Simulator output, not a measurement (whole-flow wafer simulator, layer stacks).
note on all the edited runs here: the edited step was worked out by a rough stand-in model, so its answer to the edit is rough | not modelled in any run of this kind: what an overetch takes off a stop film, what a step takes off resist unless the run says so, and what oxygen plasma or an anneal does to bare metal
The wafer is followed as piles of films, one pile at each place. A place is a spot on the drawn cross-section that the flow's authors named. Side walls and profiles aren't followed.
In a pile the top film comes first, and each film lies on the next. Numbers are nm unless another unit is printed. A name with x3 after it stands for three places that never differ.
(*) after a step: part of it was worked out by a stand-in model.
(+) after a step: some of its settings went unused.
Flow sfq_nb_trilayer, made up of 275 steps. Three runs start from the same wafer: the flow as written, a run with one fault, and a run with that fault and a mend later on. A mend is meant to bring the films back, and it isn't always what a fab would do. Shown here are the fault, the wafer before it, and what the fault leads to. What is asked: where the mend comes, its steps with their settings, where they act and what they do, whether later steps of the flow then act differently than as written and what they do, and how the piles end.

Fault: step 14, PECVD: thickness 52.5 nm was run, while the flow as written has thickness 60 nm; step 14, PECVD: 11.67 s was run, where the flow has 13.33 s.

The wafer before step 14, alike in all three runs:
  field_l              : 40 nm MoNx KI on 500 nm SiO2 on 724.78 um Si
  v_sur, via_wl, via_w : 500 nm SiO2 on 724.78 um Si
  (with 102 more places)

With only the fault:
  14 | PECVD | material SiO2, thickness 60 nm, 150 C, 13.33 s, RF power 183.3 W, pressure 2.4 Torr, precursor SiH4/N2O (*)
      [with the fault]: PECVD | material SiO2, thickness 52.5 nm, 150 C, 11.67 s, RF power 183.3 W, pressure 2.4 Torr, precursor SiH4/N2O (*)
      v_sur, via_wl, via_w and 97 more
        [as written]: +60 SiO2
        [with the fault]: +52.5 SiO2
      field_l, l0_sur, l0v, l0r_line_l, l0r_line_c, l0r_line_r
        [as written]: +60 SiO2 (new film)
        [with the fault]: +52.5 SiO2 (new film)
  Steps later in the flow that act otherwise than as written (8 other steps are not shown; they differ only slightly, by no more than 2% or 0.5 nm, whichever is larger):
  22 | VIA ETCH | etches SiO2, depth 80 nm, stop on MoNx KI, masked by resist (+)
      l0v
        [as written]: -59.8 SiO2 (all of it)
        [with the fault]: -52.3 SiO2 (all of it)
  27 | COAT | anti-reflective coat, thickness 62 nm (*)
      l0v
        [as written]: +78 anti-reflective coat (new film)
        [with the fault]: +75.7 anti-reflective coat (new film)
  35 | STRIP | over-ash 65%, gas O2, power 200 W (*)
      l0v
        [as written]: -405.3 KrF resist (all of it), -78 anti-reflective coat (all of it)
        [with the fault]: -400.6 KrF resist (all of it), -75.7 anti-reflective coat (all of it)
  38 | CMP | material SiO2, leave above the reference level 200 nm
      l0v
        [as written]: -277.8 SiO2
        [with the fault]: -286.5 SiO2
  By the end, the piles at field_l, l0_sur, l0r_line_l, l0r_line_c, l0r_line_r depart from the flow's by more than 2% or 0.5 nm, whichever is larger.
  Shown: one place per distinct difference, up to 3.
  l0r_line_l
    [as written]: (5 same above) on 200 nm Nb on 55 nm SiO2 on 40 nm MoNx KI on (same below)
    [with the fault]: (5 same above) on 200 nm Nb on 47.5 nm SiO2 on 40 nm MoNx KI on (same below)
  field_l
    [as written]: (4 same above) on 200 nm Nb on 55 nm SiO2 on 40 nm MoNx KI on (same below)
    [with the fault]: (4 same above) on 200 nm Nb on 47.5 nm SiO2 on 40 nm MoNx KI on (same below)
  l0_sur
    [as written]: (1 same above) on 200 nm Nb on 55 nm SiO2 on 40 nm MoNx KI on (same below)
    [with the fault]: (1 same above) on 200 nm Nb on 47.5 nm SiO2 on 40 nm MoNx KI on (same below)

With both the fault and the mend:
  After step 14 comes the mend.
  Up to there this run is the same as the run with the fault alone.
  14a | PECVD | material SiO2, thickness 7.5 nm, 150 C, 1.667 s, RF power 183.3 W, pressure 2.4 Torr, precursor SiH4/N2O (the flow's step 14, run once more with other settings)
      field_l, v_sur, via_wl and 103 more
        +7.5 SiO2
  None of the later steps of the flow differs from how it acts as written, at any place that is followed, by more than 2% or 0.5 nm, whichever is larger.
  At every place that both follow, the piles at the end match the flow's.
